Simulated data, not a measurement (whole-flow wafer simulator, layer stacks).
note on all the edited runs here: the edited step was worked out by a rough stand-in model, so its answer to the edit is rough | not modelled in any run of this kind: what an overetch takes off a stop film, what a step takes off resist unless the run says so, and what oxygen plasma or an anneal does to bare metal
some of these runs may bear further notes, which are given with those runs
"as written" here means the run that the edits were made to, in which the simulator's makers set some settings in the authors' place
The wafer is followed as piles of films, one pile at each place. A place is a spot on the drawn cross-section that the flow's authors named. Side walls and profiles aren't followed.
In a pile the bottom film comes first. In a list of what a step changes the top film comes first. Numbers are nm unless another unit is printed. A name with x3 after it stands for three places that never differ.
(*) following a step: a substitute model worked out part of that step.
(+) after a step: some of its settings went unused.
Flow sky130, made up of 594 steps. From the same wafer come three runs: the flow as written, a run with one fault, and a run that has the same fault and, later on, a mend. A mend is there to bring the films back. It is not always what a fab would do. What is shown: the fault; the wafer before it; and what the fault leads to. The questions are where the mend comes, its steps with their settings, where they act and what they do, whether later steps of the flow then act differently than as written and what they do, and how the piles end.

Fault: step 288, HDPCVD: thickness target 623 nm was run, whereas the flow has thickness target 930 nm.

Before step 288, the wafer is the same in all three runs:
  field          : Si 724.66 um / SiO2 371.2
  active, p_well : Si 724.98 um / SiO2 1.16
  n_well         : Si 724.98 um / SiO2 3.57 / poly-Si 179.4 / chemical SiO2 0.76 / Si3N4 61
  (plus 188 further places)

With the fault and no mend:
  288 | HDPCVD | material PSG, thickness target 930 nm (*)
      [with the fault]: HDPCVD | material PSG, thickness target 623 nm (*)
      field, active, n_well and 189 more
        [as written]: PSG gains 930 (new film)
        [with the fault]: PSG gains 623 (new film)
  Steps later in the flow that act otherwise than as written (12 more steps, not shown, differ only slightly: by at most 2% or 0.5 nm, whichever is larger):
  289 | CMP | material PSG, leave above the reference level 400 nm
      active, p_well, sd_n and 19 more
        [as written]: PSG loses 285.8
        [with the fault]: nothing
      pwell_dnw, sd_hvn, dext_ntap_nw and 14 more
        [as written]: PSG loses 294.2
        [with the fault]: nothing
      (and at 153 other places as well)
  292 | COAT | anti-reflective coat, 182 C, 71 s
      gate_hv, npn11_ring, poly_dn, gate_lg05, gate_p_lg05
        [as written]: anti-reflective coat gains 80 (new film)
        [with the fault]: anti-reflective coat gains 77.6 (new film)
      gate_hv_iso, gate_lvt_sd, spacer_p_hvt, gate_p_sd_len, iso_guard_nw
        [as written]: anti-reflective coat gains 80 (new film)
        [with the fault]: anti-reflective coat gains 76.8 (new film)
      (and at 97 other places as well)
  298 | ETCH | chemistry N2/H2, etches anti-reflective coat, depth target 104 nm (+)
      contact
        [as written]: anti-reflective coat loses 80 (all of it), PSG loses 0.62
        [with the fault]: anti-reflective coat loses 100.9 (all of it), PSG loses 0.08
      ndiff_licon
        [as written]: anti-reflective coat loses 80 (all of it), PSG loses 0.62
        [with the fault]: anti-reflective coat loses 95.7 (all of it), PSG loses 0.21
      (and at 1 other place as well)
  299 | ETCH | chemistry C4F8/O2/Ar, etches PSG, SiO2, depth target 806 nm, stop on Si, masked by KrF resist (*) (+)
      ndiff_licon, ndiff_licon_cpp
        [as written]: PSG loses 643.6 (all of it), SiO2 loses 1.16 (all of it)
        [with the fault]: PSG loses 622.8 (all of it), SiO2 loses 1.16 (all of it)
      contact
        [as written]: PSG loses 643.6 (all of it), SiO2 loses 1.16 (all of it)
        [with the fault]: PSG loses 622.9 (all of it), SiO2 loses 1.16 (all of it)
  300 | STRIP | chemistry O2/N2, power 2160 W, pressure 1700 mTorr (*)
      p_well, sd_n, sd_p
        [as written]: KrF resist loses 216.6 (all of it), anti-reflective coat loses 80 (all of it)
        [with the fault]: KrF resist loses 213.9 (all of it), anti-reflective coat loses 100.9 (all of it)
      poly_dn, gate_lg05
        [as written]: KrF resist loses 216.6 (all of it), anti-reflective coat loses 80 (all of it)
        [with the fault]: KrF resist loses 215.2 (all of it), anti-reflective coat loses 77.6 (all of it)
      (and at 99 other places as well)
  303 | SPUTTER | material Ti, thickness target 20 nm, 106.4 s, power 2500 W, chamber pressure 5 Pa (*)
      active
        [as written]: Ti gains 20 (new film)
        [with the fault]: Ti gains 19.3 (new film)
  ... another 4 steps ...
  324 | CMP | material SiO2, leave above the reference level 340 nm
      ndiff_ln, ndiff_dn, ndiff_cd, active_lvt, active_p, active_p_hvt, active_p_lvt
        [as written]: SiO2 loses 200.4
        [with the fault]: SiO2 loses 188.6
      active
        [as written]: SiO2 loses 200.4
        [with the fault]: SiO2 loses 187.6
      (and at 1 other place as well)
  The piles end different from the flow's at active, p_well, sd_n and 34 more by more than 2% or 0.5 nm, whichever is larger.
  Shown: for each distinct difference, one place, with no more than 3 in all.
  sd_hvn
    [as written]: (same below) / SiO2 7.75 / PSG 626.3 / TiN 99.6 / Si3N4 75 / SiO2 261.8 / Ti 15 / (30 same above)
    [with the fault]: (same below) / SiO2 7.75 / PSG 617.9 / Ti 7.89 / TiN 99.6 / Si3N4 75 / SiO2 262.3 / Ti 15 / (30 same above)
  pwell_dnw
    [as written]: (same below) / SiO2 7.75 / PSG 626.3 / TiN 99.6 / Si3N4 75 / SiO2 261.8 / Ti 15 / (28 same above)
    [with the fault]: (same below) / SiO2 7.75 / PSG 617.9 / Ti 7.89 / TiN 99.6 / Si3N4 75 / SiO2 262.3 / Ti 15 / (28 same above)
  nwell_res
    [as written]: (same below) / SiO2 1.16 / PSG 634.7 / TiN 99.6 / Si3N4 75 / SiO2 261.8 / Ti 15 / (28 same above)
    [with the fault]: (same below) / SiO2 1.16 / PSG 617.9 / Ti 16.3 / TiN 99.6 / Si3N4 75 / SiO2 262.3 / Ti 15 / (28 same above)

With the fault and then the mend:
  The mend stands after step 288.
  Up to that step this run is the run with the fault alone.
  288a | HDPCVD | material PSG, thickness target 307 nm (*) (the flow's step 288, run once more with other settings)
      field, active, n_well and 189 more
        PSG gains 307
  Every later step of the flow that is run acts as written, at every place that is followed, to within 2% or 0.5 nm, whichever is larger.
  When the end is reached, the piles differ only a little from the flow's at the places that both follow, at most by 2% or 0.5 nm, whichever is larger.
